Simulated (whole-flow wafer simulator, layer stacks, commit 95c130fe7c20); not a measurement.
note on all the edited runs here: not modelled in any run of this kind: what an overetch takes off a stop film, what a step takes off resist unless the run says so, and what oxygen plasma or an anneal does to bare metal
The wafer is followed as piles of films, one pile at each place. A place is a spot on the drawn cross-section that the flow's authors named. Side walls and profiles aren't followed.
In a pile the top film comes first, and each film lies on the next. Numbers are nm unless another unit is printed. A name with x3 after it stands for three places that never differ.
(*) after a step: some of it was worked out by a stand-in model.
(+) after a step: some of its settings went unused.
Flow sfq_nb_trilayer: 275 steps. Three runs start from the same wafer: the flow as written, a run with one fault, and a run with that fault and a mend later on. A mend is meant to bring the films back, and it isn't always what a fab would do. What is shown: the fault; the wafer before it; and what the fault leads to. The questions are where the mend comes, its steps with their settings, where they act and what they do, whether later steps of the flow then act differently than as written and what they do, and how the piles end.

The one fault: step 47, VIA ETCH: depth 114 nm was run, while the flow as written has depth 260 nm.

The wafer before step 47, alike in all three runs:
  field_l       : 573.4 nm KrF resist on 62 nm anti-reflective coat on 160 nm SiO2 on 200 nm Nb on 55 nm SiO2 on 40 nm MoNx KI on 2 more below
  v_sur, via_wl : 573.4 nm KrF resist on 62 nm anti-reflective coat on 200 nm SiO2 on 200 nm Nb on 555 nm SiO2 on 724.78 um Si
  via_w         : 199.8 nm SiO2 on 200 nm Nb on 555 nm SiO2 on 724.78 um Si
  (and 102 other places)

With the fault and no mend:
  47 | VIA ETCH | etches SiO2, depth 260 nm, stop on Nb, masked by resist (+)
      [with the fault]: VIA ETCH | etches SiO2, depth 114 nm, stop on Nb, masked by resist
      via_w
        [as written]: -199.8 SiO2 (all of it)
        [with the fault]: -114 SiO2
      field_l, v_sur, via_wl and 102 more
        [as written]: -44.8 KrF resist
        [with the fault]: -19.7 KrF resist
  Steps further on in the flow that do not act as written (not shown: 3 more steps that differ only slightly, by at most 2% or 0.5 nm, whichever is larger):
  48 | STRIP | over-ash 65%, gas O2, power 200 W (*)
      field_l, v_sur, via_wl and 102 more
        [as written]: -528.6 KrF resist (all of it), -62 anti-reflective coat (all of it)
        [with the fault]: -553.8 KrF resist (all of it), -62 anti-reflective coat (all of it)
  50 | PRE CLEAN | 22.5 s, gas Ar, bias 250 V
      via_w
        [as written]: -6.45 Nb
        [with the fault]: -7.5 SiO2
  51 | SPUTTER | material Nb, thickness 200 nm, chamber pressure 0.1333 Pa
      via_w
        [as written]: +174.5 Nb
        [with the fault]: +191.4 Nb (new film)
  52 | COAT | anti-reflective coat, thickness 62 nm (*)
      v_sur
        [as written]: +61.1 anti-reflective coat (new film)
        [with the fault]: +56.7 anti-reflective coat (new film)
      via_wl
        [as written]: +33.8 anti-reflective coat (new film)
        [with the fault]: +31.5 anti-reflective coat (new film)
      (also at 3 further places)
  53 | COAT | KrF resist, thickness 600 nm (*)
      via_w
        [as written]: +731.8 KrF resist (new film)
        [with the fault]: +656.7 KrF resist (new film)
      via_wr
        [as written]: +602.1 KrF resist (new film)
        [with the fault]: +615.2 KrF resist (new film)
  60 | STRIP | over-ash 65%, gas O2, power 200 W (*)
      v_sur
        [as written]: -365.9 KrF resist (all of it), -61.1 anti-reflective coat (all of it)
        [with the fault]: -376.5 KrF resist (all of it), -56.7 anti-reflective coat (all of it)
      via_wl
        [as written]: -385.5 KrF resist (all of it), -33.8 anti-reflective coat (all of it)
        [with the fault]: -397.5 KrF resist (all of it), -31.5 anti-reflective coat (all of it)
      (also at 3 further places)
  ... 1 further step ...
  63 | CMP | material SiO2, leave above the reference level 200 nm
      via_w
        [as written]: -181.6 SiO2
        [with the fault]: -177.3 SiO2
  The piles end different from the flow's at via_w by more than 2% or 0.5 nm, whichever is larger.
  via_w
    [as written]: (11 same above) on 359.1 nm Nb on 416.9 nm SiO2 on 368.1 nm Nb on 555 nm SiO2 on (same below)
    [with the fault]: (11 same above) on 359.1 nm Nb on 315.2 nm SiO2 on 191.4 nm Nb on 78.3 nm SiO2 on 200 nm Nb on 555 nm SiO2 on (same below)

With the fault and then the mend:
  After step 47 comes the mend.
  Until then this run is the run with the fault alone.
  47a | VIA ETCH | etches SiO2, depth 146 nm, stop on Nb, masked by resist (+) (a further turn of the flow's step 47, with different settings)
      field_l, v_sur, via_wl and 102 more
        -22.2 KrF resist
      via_w
        -85.8 SiO2 (all of it)
  Every later step of the flow that is run acts as written, at every place that is followed, to within 2% or 0.5 nm, whichever is larger.
  At every place that both follow, the piles at the end match the flow's.
